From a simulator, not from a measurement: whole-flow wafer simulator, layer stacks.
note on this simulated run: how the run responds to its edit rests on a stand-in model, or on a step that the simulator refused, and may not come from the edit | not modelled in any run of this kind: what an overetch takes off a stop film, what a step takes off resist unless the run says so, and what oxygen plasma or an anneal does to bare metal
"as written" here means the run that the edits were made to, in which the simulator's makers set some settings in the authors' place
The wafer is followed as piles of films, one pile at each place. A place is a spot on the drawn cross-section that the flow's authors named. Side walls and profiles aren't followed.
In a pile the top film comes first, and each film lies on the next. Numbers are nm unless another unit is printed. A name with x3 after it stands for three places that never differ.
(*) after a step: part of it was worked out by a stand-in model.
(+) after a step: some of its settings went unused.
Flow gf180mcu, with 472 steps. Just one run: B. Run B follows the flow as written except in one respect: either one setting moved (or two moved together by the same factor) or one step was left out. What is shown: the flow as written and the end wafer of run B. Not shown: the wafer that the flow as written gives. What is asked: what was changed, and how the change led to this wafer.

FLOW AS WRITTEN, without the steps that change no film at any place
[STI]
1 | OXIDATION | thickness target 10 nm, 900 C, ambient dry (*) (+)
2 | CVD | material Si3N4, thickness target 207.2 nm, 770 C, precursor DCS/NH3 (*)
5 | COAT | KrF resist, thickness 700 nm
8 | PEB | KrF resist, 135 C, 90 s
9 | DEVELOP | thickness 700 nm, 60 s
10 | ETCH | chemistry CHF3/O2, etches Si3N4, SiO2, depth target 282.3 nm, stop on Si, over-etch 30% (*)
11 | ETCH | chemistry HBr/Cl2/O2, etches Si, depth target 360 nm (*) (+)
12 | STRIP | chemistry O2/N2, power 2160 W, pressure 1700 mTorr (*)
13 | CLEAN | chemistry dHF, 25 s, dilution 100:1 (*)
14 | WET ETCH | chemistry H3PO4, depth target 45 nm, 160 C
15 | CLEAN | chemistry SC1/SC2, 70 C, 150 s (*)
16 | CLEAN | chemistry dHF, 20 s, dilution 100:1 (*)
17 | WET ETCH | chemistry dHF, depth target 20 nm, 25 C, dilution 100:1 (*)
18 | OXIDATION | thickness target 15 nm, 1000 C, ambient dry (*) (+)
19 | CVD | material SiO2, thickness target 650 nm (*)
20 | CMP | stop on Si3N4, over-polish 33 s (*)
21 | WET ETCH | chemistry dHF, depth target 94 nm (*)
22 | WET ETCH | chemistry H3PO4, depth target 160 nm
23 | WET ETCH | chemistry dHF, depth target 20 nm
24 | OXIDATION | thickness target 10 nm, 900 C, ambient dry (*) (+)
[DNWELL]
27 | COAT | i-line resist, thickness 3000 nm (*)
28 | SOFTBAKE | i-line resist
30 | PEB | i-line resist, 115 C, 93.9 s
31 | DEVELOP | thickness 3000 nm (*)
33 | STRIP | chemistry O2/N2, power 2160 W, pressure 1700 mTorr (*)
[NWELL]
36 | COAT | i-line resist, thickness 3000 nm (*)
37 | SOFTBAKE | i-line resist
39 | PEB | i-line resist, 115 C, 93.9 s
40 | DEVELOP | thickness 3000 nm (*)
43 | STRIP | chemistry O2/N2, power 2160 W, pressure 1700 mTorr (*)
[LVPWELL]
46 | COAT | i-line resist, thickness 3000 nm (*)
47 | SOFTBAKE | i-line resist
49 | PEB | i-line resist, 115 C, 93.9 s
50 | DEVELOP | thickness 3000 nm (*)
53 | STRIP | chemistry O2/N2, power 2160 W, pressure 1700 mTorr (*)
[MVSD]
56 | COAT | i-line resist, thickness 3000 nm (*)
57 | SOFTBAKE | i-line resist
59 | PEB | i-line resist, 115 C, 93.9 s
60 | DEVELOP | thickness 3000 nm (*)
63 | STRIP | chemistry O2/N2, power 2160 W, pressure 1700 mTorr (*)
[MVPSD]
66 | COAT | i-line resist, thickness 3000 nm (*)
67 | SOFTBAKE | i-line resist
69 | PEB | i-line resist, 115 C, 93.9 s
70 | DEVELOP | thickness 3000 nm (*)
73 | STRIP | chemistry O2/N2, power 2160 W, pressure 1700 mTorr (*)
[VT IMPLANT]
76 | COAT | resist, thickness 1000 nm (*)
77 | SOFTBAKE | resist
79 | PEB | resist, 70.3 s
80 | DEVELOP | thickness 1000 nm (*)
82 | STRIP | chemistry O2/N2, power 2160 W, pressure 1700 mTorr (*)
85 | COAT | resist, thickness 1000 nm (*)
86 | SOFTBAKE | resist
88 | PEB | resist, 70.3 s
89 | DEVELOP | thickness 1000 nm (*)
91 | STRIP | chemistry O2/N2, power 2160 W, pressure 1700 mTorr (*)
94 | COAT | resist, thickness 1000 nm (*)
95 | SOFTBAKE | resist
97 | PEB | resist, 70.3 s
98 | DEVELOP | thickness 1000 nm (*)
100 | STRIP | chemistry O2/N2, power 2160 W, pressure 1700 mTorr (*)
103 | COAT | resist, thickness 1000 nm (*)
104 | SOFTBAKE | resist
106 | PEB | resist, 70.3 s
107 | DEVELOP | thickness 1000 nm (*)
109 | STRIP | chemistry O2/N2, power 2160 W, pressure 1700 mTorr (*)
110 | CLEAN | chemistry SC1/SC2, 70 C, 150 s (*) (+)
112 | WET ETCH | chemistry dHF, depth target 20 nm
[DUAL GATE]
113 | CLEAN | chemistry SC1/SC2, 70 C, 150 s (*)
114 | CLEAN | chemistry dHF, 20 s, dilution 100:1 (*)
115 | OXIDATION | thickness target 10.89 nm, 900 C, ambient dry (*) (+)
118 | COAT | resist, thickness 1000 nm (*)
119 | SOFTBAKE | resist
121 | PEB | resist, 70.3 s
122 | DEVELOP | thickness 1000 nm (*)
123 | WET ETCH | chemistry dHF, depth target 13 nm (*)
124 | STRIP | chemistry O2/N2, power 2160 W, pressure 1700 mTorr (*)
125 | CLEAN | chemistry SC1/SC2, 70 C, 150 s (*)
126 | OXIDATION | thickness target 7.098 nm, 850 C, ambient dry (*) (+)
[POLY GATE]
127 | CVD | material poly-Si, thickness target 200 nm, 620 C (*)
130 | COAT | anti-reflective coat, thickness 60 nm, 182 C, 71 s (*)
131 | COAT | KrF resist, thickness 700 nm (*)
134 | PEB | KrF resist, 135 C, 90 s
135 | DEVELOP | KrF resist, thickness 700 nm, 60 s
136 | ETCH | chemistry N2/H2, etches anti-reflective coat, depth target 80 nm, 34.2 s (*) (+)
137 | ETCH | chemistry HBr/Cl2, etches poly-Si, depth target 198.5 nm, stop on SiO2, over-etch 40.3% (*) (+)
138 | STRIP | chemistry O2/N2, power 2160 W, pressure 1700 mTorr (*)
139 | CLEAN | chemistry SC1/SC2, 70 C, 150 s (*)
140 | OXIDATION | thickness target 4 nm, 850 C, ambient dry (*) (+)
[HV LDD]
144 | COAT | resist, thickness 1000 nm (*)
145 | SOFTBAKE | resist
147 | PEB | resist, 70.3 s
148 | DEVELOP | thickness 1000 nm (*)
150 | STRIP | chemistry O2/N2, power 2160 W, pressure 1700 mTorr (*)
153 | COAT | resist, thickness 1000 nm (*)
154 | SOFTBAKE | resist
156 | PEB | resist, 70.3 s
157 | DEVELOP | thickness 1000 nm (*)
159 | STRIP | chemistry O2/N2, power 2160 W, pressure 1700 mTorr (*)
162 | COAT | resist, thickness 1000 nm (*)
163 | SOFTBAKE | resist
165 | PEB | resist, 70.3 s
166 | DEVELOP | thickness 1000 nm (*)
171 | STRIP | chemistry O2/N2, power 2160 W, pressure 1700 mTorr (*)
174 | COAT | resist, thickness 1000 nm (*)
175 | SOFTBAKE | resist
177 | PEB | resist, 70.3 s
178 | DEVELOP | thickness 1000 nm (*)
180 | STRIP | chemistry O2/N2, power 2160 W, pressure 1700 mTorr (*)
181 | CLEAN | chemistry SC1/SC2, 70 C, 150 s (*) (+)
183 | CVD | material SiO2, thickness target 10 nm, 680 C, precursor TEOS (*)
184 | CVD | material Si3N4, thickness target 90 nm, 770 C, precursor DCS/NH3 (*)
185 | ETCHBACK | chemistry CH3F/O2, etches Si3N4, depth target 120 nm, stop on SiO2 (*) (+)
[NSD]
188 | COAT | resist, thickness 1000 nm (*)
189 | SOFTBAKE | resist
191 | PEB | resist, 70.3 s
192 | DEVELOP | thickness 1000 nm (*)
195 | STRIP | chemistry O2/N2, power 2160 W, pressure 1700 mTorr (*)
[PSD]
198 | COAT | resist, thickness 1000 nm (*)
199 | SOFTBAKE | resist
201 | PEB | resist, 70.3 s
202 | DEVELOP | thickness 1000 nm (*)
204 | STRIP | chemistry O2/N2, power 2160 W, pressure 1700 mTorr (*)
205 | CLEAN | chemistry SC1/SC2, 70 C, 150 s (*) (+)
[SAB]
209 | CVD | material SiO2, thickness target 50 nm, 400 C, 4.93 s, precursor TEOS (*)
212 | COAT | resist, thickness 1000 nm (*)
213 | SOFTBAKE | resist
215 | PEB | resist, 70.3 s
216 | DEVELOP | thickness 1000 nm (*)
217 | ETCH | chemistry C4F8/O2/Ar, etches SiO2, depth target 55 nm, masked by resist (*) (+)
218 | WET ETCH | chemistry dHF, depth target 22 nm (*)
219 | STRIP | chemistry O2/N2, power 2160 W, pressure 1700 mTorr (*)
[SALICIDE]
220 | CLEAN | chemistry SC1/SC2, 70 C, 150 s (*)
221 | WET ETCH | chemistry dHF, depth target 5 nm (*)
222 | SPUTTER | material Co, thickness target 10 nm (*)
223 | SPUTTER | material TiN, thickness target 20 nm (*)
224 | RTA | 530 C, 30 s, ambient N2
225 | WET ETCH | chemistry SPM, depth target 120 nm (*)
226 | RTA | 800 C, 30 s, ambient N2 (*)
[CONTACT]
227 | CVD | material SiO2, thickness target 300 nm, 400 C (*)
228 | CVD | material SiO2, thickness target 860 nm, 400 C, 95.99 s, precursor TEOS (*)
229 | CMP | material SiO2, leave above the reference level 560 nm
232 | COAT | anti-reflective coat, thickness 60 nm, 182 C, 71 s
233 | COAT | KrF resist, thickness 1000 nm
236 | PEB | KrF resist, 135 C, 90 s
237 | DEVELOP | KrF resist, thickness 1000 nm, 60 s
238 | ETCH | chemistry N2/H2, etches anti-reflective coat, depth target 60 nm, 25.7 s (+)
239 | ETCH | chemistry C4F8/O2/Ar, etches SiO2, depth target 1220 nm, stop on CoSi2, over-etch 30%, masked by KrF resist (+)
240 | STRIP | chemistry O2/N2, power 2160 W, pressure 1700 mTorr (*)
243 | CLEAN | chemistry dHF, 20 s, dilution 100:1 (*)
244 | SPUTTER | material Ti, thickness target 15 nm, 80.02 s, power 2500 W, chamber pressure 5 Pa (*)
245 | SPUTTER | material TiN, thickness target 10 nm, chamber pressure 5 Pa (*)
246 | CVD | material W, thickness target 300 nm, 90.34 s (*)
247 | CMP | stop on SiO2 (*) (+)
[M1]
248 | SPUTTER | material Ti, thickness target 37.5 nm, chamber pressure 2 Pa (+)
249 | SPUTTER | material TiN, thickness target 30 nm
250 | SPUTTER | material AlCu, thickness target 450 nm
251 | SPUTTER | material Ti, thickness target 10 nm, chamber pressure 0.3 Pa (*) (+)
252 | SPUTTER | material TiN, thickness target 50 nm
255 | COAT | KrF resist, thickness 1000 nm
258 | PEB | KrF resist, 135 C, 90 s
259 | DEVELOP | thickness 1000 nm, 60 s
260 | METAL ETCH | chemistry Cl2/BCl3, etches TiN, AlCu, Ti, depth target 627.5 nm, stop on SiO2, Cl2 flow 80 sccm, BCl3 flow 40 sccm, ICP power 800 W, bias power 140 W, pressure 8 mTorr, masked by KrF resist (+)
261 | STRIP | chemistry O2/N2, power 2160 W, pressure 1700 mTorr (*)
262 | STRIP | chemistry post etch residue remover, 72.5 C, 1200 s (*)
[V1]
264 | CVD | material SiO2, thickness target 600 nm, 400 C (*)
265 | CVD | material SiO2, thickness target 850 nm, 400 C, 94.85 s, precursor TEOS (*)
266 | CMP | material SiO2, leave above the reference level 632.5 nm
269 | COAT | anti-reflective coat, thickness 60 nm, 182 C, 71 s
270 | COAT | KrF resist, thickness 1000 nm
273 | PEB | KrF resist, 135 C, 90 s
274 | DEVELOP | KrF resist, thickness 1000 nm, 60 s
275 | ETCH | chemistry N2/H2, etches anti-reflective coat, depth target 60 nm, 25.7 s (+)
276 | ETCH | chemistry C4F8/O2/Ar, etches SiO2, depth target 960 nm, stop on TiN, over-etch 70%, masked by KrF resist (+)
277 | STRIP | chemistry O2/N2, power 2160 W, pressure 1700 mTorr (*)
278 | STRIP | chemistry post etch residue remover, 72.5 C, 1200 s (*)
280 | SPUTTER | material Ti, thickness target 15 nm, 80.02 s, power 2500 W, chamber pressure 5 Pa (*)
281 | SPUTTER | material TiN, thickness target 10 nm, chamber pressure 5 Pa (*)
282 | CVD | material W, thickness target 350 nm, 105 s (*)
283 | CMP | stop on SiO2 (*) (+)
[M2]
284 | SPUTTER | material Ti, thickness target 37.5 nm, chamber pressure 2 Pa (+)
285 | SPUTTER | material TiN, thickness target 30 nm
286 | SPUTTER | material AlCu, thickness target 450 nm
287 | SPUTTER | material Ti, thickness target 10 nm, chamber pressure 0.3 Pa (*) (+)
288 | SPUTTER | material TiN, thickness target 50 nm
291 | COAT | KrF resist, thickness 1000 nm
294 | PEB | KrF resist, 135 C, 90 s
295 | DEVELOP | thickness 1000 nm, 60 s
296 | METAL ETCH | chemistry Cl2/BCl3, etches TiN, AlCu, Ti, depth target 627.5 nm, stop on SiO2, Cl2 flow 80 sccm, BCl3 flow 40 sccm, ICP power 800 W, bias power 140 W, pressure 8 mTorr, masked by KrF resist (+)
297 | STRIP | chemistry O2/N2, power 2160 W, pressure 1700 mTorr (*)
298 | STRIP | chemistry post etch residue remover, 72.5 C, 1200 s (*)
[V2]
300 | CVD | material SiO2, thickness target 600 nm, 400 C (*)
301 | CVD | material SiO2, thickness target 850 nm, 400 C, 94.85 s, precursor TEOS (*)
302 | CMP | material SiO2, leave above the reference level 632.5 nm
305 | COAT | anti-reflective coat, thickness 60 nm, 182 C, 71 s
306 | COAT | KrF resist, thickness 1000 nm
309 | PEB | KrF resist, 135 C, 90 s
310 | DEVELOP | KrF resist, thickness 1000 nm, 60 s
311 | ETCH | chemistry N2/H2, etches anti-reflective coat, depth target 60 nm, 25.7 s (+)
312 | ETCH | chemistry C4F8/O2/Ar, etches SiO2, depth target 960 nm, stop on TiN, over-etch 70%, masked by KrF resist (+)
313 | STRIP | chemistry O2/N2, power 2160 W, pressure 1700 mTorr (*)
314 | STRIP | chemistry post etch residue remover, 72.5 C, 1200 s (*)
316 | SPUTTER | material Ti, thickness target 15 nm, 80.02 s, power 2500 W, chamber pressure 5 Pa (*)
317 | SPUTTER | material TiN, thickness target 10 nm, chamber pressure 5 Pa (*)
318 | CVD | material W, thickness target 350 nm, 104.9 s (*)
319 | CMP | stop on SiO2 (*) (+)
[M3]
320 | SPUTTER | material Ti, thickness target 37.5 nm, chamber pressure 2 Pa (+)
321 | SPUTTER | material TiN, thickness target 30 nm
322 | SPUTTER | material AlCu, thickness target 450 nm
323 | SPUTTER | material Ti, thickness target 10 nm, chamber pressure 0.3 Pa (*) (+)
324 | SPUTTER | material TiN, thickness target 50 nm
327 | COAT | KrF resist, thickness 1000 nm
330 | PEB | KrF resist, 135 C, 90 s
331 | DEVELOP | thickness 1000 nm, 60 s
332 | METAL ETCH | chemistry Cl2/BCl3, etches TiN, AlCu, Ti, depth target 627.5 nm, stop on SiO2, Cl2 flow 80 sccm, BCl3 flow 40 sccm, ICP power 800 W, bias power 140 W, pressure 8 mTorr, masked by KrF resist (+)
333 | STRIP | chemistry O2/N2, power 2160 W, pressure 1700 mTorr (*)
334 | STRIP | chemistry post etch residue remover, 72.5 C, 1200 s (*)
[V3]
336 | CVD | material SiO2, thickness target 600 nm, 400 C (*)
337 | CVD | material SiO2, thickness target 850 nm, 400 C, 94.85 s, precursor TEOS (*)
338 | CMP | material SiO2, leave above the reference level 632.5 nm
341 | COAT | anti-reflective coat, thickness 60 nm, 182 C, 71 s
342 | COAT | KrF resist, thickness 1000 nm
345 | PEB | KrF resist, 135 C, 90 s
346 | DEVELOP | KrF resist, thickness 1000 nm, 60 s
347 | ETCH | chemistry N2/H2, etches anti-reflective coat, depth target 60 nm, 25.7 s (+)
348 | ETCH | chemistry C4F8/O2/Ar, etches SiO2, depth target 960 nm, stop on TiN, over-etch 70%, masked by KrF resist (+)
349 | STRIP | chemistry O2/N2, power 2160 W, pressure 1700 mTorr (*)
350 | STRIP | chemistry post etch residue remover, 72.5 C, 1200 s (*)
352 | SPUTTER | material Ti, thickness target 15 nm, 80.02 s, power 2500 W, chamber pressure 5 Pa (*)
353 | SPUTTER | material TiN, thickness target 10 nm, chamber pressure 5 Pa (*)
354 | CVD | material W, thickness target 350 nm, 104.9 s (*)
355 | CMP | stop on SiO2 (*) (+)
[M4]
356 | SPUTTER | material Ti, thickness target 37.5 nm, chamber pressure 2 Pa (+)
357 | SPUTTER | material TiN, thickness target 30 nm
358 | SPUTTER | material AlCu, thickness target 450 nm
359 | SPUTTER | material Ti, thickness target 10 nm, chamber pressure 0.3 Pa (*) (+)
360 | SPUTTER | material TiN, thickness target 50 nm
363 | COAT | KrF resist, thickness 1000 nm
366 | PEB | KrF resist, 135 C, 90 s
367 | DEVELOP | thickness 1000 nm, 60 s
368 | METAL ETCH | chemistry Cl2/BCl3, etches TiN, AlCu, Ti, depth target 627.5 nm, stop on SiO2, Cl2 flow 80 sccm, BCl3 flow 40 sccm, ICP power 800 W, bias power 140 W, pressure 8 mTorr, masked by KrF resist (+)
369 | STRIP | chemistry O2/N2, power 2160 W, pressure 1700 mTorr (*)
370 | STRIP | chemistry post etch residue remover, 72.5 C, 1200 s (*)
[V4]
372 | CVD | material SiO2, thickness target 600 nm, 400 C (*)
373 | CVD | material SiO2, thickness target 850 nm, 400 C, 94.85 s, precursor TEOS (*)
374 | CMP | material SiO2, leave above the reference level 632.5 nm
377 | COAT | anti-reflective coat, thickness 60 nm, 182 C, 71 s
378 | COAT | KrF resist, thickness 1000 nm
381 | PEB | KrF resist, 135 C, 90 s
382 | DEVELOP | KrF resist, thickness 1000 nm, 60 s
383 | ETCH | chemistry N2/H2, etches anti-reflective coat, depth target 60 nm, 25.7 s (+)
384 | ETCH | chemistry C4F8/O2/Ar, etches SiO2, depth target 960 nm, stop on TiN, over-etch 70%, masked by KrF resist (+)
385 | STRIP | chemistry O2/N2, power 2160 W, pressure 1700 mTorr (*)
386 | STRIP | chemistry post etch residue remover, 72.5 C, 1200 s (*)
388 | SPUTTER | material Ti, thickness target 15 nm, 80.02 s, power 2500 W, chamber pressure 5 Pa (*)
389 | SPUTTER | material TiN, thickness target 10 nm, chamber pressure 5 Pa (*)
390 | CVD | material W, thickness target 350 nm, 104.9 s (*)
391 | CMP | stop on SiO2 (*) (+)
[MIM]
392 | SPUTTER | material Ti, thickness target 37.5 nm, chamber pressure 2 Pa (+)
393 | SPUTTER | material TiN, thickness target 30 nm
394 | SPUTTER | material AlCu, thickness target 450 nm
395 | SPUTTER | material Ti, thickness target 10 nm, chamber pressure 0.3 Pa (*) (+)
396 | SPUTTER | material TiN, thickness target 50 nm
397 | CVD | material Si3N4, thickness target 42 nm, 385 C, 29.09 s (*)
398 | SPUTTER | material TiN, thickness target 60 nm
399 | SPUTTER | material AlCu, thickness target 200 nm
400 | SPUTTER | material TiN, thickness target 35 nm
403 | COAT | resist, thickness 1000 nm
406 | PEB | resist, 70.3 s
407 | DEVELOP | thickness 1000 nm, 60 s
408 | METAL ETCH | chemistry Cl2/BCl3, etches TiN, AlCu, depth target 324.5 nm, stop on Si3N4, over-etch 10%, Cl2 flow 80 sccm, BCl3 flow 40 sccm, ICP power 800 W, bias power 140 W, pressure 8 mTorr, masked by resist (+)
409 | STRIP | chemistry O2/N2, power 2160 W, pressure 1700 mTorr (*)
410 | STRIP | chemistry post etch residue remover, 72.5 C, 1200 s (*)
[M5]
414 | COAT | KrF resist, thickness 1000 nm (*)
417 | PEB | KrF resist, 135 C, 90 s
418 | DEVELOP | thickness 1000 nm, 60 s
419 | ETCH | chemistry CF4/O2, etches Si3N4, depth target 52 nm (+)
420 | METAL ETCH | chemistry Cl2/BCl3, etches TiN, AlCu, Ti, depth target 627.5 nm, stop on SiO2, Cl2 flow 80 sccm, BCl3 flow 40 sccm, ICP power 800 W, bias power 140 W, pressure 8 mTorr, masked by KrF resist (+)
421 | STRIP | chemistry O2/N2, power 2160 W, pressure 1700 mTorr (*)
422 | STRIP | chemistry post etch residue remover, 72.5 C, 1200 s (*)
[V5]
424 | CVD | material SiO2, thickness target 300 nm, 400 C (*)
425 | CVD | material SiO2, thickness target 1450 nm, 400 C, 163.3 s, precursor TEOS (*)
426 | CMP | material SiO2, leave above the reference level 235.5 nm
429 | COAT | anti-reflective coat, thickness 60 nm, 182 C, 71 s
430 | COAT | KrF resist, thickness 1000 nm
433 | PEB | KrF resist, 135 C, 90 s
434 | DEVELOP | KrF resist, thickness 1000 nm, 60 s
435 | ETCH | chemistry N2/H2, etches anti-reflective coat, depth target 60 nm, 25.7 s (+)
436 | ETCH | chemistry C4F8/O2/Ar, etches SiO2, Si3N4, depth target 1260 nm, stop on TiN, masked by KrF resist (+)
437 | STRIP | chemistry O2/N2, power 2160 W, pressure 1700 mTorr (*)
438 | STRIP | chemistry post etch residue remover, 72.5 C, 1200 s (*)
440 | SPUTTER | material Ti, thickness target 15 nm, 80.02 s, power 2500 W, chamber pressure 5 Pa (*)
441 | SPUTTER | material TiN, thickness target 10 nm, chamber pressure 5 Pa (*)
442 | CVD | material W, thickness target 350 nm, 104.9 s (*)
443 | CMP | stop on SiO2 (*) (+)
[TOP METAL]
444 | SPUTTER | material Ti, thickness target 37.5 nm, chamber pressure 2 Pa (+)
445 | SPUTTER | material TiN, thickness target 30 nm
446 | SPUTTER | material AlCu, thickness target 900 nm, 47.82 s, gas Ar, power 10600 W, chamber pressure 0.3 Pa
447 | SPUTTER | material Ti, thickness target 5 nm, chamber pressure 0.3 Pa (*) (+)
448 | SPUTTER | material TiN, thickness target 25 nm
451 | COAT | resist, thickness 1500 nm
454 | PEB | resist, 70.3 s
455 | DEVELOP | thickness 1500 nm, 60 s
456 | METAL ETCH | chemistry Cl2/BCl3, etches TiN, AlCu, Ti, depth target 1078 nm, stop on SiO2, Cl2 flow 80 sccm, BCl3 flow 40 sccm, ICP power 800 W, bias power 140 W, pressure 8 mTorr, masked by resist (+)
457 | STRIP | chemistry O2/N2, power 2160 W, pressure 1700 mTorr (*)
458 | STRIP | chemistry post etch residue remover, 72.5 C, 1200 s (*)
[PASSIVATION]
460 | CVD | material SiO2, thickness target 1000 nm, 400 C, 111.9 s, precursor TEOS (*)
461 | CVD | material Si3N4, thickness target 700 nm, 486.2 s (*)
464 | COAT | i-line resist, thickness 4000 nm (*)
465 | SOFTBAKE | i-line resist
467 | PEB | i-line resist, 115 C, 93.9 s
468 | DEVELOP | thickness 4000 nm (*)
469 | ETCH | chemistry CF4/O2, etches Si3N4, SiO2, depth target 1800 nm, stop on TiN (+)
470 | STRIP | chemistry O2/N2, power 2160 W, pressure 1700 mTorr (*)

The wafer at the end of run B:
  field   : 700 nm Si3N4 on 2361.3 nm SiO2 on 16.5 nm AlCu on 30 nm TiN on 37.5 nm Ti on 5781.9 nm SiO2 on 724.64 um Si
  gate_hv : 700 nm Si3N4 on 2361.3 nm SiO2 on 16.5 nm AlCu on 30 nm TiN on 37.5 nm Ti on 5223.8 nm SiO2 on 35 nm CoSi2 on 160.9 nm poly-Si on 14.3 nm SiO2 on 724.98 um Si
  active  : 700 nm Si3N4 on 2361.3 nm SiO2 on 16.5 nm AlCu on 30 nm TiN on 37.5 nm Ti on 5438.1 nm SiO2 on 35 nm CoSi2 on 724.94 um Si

The reason: step 420, METAL ETCH: depth target 486.3 nm was run, while the flow as written has depth target 627.5 nm.

The path from the change to this, step by step:
  420 | METAL ETCH | chemistry Cl2/BCl3, etches TiN, AlCu, Ti, depth target 627.5 nm, stop on SiO2, Cl2 flow 80 sccm, BCl3 flow 40 sccm, ICP power 800 W, bias power 140 W, pressure 8 mTorr, masked by KrF resist (+)
      field, field__w1, field__w2 and 101 more: -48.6 TiN (all of it), -10 Ti (all of it), -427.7 AlCu (it would be, as written: -48.6 TiN (all of it), -10 Ti (all of it), -450 AlCu (all of it), -30 TiN (all of it), -37.5 Ti (all of it))
      field__w4, field__w8, contact, m1, m1__w1, mim, mim_1p0, m1_nw: -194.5 KrF resist (it would be, as written: -251 KrF resist)
  421 | STRIP | chemistry O2/N2, power 2160 W, pressure 1700 mTorr (*)
      field__w8, m1__w1: -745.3 KrF resist (all of it) (it would be, as written: -688.9 KrF resist (all of it))
      contact, m1: -745.8 KrF resist (all of it) (it would be, as written: -689.3 KrF resist (all of it))
      (and at 4 other places as well)
  422 | STRIP | chemistry post etch residue remover, 72.5 C, 1200 s (*)
      field, field__w1, field__w2 and 101 more: -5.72 AlCu (it would be, as written: nothing)
  424 | CVD | material SiO2, thickness target 300 nm, 400 C (*)
      field, field__w1, field__w2 and 101 more: +300 SiO2 (new film) (it would be, as written: +300 SiO2)
  426 | CMP | material SiO2, leave above the reference level 235.5 nm
      field, field__w1, field__w5 and 92 more: -384.9 SiO2 (it would be, as written: -300.8 SiO2)
      field__w2, field__w3, field__w12 and 6 more: -360.5 SiO2 (it would be, as written: -272.7 SiO2)
Taking metal films that touch as one body, field has 1 body; the flow as written gives 0 bodies.
Taking metal films that touch as one body, gate_hv has 2 bodies (between them, from the top down: SiO2 5223.8); the flow as written gives 1 body.
Taking metal films that touch as one body, active has 2 bodies (between them, from the top down: SiO2 5438.1); the flow as written gives 1 body.
